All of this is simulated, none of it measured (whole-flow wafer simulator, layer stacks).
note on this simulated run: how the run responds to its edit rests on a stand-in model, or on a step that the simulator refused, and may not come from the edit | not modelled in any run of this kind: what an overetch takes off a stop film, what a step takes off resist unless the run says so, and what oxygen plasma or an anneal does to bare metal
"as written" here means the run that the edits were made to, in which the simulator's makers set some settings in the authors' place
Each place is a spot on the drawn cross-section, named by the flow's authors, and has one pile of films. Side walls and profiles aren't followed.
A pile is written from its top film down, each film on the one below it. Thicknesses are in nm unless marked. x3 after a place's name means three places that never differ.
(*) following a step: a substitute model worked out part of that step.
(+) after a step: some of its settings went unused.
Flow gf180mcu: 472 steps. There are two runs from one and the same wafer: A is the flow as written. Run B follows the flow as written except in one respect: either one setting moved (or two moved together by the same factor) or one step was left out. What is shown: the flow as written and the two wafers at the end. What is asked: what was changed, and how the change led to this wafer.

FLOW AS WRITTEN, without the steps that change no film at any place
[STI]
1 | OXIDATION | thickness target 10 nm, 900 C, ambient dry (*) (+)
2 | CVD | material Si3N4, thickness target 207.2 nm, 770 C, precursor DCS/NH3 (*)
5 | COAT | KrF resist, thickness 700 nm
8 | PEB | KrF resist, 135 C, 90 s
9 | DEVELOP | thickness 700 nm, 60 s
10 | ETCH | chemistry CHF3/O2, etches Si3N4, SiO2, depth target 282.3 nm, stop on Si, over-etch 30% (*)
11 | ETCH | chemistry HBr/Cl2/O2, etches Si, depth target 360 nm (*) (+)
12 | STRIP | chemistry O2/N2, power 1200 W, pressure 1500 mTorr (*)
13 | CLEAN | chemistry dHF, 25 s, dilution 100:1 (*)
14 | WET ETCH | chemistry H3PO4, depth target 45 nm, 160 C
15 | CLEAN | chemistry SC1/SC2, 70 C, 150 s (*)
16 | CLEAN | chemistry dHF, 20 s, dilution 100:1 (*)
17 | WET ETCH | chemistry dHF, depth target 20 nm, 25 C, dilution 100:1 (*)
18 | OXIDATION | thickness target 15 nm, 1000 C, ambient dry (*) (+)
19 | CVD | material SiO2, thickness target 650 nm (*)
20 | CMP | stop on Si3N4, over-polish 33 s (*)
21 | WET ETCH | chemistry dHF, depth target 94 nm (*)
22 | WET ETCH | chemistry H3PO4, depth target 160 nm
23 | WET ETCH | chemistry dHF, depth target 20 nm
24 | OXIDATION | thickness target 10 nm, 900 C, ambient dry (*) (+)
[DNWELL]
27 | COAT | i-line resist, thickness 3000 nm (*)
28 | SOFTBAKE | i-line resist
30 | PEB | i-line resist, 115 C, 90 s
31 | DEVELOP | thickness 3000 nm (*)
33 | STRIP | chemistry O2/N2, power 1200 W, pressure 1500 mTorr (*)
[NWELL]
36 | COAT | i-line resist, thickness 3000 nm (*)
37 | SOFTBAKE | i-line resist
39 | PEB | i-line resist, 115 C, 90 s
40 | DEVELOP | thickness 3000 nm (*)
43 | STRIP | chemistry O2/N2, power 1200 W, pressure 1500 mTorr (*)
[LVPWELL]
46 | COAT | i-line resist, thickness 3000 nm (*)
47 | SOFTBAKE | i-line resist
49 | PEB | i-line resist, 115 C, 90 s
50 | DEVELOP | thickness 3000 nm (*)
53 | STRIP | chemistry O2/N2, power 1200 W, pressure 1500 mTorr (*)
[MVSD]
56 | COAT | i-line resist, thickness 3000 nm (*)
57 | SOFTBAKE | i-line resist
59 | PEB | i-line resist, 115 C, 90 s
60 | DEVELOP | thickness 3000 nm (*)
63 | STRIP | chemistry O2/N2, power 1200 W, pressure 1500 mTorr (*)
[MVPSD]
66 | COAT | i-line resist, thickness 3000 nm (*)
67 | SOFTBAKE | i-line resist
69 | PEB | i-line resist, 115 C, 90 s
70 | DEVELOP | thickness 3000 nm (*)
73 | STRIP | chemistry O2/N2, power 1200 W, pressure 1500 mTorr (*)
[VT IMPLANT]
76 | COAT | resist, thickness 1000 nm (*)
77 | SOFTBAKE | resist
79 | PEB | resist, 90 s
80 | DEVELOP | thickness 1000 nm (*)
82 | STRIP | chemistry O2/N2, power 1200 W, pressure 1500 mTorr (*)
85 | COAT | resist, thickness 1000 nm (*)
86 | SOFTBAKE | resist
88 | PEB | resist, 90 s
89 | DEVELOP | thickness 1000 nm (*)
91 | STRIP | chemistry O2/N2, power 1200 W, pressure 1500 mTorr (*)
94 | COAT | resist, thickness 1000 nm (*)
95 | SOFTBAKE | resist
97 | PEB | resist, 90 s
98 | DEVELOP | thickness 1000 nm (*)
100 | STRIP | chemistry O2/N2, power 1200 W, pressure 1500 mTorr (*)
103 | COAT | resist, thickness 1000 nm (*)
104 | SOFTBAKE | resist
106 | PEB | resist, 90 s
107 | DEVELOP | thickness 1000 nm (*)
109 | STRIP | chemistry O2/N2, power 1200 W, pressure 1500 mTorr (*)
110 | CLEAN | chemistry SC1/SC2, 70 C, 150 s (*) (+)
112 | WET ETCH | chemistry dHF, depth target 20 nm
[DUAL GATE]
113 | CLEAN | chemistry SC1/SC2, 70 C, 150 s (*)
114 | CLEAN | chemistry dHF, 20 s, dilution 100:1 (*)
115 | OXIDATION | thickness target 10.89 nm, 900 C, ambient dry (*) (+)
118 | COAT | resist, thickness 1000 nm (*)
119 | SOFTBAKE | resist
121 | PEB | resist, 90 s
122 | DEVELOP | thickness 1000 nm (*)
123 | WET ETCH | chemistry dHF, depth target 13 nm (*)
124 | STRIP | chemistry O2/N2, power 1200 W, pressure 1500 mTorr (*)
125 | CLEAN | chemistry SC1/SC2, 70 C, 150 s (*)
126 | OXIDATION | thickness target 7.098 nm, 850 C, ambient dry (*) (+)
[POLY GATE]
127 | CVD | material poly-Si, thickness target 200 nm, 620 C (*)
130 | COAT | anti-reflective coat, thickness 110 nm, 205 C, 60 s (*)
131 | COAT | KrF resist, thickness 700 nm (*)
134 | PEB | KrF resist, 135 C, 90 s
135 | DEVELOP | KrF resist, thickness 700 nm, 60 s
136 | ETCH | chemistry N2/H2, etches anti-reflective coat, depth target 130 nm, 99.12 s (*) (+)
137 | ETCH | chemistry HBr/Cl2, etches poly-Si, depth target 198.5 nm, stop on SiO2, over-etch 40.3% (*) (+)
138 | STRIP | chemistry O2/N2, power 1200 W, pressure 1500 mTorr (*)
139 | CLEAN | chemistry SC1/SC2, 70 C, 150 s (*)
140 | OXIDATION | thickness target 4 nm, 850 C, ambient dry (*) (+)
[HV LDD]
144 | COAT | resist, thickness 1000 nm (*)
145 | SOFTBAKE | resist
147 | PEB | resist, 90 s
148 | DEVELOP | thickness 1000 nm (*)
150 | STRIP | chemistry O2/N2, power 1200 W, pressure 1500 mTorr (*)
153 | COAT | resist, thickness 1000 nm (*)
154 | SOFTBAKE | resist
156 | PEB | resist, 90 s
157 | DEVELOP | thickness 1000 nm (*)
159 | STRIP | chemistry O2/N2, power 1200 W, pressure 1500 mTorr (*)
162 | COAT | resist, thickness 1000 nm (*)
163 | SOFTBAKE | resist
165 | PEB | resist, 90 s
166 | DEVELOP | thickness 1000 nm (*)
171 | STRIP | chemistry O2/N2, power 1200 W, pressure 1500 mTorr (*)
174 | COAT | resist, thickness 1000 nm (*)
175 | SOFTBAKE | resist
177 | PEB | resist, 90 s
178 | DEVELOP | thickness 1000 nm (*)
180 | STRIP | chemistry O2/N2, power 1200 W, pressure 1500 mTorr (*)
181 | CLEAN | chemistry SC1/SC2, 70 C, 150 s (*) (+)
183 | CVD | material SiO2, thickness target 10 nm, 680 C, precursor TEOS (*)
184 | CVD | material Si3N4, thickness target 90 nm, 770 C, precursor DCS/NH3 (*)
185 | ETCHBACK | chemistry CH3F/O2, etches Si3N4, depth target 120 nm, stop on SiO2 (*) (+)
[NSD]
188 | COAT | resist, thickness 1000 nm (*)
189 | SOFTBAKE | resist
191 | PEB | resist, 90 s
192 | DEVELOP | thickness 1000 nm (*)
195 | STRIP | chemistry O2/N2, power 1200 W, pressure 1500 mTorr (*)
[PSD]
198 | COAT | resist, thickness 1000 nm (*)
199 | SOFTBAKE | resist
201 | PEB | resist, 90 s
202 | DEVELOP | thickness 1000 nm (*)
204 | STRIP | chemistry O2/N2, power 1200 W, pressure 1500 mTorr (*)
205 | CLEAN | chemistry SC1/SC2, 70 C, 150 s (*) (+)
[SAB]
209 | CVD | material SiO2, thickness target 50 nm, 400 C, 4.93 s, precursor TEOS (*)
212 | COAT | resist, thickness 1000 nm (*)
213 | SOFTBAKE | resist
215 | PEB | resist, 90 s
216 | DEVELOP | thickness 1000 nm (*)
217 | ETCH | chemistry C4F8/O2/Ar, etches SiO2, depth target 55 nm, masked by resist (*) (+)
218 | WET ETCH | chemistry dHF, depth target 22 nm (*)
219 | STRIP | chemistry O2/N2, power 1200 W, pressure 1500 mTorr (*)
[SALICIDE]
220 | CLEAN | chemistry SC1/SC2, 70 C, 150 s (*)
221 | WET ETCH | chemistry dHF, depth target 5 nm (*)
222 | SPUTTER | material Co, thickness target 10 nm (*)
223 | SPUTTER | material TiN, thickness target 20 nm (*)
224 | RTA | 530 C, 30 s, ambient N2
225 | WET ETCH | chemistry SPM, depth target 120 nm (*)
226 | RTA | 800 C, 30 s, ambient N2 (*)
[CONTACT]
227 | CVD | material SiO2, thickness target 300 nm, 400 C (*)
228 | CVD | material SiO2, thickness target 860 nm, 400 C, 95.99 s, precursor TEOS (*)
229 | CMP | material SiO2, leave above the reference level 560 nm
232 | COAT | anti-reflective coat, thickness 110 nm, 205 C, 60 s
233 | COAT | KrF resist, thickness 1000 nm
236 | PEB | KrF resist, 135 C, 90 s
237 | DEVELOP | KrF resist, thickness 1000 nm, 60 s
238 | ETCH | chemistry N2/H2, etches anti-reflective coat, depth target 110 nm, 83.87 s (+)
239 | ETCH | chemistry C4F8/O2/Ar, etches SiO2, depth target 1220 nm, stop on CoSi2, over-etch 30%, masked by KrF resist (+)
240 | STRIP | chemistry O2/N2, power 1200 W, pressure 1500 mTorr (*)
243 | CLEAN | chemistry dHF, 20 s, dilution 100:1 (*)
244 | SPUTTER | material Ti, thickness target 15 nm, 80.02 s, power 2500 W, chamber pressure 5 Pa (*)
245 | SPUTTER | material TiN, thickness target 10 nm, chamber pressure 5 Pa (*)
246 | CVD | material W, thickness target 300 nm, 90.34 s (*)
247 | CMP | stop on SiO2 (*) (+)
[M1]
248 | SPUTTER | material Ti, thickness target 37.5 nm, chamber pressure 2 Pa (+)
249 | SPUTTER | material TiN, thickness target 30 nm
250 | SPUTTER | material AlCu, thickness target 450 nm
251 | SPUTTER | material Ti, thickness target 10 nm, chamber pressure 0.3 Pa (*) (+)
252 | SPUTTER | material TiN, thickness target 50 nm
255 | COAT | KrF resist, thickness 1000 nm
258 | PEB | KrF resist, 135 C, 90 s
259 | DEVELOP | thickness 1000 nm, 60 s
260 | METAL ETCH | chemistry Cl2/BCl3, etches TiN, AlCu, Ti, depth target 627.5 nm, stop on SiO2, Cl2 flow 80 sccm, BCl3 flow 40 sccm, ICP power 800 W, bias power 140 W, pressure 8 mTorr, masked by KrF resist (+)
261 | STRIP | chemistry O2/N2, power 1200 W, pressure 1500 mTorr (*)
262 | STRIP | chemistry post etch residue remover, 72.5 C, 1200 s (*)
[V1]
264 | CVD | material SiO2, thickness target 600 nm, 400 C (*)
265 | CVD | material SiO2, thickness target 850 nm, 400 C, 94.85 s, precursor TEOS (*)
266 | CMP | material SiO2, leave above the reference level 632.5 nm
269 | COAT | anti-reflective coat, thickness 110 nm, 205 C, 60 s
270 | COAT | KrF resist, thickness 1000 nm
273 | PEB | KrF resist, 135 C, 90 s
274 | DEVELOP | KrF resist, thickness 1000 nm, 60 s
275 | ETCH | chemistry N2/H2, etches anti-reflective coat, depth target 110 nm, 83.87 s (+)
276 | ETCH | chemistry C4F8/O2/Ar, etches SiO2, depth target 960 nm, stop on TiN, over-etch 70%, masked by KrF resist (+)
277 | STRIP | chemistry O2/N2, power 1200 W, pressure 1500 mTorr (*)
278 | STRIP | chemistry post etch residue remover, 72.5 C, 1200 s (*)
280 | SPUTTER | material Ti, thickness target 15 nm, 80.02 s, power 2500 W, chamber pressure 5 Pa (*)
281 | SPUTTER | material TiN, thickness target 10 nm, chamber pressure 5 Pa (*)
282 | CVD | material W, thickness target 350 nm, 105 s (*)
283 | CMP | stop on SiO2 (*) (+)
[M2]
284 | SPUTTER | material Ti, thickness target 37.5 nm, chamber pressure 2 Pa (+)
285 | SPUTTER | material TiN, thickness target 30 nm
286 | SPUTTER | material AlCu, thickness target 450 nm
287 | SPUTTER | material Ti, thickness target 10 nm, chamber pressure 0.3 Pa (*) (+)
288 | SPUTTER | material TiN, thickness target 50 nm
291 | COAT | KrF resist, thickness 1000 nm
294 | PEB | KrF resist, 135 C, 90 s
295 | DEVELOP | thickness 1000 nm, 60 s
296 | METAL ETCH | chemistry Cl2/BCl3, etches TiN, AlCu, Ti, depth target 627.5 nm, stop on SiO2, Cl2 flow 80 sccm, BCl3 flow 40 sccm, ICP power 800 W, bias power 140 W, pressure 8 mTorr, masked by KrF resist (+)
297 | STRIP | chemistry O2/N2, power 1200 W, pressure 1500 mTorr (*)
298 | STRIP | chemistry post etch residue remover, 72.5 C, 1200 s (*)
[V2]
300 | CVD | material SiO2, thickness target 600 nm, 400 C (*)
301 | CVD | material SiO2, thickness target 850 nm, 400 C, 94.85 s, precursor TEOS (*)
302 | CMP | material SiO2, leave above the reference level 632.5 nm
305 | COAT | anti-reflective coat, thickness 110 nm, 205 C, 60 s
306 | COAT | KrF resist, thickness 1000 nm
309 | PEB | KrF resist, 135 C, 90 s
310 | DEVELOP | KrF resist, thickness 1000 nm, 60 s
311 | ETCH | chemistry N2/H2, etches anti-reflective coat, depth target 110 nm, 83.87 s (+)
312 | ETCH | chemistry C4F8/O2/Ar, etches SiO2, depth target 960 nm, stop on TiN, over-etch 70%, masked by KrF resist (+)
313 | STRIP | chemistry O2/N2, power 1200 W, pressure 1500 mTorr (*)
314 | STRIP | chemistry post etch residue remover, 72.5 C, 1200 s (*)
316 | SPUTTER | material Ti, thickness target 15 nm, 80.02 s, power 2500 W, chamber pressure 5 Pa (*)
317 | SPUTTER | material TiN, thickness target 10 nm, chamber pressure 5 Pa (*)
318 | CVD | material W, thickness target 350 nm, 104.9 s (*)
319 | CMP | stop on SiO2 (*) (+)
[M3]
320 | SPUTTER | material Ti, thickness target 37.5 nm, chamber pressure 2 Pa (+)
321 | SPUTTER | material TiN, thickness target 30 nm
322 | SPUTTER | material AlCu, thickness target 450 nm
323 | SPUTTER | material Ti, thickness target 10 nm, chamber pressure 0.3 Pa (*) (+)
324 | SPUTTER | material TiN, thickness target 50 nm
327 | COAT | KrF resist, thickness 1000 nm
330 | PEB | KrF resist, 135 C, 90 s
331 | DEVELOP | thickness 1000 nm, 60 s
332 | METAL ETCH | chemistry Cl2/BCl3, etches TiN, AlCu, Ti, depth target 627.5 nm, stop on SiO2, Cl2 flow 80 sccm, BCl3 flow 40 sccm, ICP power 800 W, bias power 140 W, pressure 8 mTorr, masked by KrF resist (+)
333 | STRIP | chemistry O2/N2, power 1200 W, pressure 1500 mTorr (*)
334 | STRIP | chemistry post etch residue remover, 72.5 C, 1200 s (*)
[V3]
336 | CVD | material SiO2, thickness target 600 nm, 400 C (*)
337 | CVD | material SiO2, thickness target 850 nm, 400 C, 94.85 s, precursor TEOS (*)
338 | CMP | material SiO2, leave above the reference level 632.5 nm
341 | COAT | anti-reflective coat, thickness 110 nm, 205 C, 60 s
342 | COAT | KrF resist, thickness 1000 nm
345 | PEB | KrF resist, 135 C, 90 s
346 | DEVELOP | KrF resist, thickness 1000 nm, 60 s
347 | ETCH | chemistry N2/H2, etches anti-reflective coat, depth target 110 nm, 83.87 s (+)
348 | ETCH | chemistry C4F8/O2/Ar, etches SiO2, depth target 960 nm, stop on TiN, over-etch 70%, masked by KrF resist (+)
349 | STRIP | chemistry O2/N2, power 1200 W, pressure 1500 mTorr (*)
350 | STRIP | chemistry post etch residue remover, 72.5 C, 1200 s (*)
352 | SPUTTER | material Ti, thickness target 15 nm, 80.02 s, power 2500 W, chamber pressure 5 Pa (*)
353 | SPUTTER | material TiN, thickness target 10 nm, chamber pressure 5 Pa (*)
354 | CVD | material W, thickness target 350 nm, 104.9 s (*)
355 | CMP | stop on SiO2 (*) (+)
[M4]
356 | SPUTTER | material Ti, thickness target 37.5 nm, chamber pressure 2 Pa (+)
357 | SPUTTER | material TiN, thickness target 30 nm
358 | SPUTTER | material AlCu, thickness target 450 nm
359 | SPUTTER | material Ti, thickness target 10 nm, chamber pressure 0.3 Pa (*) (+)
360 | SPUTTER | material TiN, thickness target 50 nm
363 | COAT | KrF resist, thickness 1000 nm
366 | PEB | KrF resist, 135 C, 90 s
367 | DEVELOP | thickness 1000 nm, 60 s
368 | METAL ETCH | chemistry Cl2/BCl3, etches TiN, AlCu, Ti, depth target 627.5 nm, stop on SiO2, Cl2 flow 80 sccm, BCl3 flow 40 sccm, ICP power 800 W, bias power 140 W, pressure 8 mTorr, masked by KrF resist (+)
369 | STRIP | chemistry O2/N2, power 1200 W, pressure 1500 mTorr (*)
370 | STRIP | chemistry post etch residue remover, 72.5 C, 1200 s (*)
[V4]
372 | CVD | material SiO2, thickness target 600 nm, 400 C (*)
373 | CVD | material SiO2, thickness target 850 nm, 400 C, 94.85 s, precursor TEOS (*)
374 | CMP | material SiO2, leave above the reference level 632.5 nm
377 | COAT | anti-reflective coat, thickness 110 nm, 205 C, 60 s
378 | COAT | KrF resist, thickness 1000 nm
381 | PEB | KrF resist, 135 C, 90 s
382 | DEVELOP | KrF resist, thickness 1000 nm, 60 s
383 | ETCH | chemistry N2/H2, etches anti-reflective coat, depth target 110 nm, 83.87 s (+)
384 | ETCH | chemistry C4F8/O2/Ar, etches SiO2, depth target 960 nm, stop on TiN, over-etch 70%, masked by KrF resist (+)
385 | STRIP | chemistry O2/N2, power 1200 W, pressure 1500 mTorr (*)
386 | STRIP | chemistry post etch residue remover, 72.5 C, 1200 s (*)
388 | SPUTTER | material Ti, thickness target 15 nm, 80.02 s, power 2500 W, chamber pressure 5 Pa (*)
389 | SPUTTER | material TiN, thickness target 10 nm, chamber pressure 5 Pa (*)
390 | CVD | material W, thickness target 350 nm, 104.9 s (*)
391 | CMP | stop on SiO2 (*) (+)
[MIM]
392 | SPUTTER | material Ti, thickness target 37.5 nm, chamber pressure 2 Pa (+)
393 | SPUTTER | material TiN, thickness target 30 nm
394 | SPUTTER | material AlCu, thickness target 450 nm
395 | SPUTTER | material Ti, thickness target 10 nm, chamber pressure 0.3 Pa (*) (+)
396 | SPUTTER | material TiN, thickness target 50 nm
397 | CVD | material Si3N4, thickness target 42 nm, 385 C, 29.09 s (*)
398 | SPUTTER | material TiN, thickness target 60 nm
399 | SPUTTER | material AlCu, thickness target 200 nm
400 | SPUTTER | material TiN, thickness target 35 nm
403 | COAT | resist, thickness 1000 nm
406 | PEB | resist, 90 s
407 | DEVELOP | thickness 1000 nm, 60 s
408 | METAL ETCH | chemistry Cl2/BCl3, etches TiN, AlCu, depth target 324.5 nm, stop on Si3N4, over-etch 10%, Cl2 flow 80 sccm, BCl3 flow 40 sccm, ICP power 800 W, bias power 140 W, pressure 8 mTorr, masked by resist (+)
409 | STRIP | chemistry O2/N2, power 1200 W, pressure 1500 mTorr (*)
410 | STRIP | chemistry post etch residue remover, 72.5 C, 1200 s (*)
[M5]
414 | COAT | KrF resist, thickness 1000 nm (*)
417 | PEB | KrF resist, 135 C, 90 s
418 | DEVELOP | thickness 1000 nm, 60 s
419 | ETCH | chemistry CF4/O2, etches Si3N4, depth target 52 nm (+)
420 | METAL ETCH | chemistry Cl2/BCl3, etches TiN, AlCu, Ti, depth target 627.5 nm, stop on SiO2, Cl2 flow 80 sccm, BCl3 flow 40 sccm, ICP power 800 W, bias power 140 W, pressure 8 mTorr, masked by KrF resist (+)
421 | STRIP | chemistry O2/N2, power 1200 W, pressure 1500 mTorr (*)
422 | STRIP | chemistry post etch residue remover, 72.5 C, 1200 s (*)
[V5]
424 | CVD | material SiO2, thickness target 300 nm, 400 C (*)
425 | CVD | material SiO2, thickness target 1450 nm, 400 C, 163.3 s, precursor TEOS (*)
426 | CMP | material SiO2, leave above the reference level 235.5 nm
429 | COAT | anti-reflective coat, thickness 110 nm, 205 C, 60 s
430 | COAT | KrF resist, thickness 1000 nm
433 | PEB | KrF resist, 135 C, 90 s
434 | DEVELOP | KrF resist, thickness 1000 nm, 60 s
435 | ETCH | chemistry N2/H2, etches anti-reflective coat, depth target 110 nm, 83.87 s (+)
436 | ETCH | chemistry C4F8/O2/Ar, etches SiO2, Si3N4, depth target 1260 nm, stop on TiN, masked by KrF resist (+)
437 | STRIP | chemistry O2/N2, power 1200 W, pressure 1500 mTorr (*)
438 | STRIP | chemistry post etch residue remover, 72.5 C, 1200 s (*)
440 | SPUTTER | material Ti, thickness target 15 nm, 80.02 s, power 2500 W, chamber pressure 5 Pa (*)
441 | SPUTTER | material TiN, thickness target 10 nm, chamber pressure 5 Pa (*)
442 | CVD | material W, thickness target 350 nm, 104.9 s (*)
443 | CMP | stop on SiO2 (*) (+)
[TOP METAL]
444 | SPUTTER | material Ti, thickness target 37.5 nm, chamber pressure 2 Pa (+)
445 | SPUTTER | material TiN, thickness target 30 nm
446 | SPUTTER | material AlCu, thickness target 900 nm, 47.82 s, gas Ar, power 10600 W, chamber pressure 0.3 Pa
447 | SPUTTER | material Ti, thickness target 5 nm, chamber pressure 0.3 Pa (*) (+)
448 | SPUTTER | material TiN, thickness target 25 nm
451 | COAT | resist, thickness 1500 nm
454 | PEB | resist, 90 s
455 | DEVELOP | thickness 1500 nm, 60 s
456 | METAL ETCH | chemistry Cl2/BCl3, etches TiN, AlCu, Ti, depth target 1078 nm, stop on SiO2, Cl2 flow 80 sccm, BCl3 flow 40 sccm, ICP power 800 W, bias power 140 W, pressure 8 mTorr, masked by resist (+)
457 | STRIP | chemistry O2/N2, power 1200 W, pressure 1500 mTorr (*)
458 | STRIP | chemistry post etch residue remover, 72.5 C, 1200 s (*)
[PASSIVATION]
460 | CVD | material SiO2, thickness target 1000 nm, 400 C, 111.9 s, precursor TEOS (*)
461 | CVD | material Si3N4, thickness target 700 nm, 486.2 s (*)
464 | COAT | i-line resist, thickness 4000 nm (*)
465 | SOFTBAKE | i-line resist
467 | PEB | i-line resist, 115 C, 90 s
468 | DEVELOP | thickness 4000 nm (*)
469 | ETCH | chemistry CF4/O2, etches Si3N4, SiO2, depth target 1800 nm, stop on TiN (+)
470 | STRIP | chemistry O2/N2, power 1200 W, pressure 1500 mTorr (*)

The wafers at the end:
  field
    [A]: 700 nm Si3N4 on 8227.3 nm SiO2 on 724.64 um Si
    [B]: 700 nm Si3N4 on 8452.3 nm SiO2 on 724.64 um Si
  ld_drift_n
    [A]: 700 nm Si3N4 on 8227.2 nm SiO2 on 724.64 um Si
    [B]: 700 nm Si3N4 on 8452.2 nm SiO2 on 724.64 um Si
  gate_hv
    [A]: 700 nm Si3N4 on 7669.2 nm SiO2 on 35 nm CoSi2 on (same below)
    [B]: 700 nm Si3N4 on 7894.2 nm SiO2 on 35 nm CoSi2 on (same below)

What caused this: step 286, SPUTTER: thickness target 675 nm was run, whereas the flow has thickness target 450 nm; step 296, METAL ETCH: depth target 941 nm was run, where the flow has depth target 627.5 nm.

The path from the change to this, step by step:
  286 | SPUTTER | material AlCu, thickness target 450 nm
      field, field__w1, field__w2 and 108 more: A AlCu gains 450 (new film) | B AlCu gains 675 (new film)
  296 | METAL ETCH | chemistry Cl2/BCl3, etches TiN, AlCu, Ti, depth target 627.5 nm, stop on SiO2, Cl2 flow 80 sccm, BCl3 flow 40 sccm, ICP power 800 W, bias power 140 W, pressure 8 mTorr, masked by KrF resist (+)
      field, field__w1, field__w2 and 103 more: A TiN loses 50 (all of it), Ti loses 10 (all of it), AlCu loses 450 (all of it), TiN loses 30 (all of it), Ti loses 37.5 (all of it) | B TiN loses 50 (all of it), Ti loses 10 (all of it), AlCu loses 675 (all of it), TiN loses 30 (all of it), Ti loses 37.5 (all of it)
      field__w8, contact, m1, m1__w1, m1_nw: A KrF resist loses 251 | B KrF resist loses 376.4
  297 | STRIP | chemistry O2/N2, power 1200 W, pressure 1500 mTorr (*)
      field__w8, contact, m1, m1__w1, m1_nw: A KrF resist loses 727.4 (all of it) | B KrF resist loses 602 (all of it)
  302 | CMP | material SiO2, leave above the reference level 632.5 nm
      field, field__w1, field__w2 and 103 more: A SiO2 loses 300 | B SiO2 loses 75
